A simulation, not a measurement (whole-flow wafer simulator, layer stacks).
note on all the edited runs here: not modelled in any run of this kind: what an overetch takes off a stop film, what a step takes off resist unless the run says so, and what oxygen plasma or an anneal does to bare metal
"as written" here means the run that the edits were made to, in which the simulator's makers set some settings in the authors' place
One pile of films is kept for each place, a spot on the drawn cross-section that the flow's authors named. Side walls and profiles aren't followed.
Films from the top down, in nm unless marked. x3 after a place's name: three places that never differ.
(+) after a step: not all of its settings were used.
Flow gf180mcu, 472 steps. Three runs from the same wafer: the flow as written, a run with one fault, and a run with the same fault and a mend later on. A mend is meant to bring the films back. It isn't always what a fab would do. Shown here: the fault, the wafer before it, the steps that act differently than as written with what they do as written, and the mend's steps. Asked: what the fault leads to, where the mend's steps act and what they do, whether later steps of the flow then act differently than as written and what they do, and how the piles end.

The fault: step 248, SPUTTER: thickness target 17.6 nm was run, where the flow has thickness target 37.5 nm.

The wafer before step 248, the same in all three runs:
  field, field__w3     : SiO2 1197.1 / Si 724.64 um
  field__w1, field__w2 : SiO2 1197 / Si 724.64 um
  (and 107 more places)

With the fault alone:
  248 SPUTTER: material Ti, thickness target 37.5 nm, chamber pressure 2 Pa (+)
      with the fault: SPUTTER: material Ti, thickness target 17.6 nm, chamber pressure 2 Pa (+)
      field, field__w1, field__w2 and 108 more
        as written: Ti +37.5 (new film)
        with the fault: Ti +17.6 (new film)
  Later steps of the flow that act differently than as written:
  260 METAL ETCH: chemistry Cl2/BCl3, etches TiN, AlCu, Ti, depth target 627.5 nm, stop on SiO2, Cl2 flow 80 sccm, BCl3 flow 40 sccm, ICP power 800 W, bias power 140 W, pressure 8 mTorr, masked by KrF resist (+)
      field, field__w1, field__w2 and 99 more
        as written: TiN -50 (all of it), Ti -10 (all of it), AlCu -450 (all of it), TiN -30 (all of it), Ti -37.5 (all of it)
        with the fault: TiN -50 (all of it), Ti -10 (all of it), AlCu -450 (all of it), TiN -30 (all of it), Ti -17.6 (all of it)
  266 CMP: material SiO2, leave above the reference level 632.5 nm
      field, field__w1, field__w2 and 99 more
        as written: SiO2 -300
        with the fault: SiO2 -319.9
  At the end the piles differ from the flow's by more than 2% or 0.5 nm, whichever is larger, at field__w8, contact, m1 and 6 more.
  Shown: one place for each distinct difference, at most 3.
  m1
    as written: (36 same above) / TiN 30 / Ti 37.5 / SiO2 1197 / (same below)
    with the fault: (36 same above) / TiN 30 / Ti 17.6 / SiO2 1197 / (same below)
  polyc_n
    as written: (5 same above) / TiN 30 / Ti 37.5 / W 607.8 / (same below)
    with the fault: (5 same above) / TiN 30 / Ti 17.6 / W 607.8 / (same below)
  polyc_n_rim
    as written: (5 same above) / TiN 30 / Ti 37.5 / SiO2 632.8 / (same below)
    with the fault: (5 same above) / TiN 30 / Ti 17.6 / SiO2 632.8 / (same below)

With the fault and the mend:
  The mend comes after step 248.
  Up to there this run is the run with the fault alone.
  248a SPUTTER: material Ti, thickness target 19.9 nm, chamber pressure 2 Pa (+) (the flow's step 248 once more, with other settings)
      field, field__w1, field__w2 and 108 more
        Ti +19.9
  No later step of the flow acts differently than as written at any place that is followed.
  At the end the piles are the same as the flow's at every place that both follow.
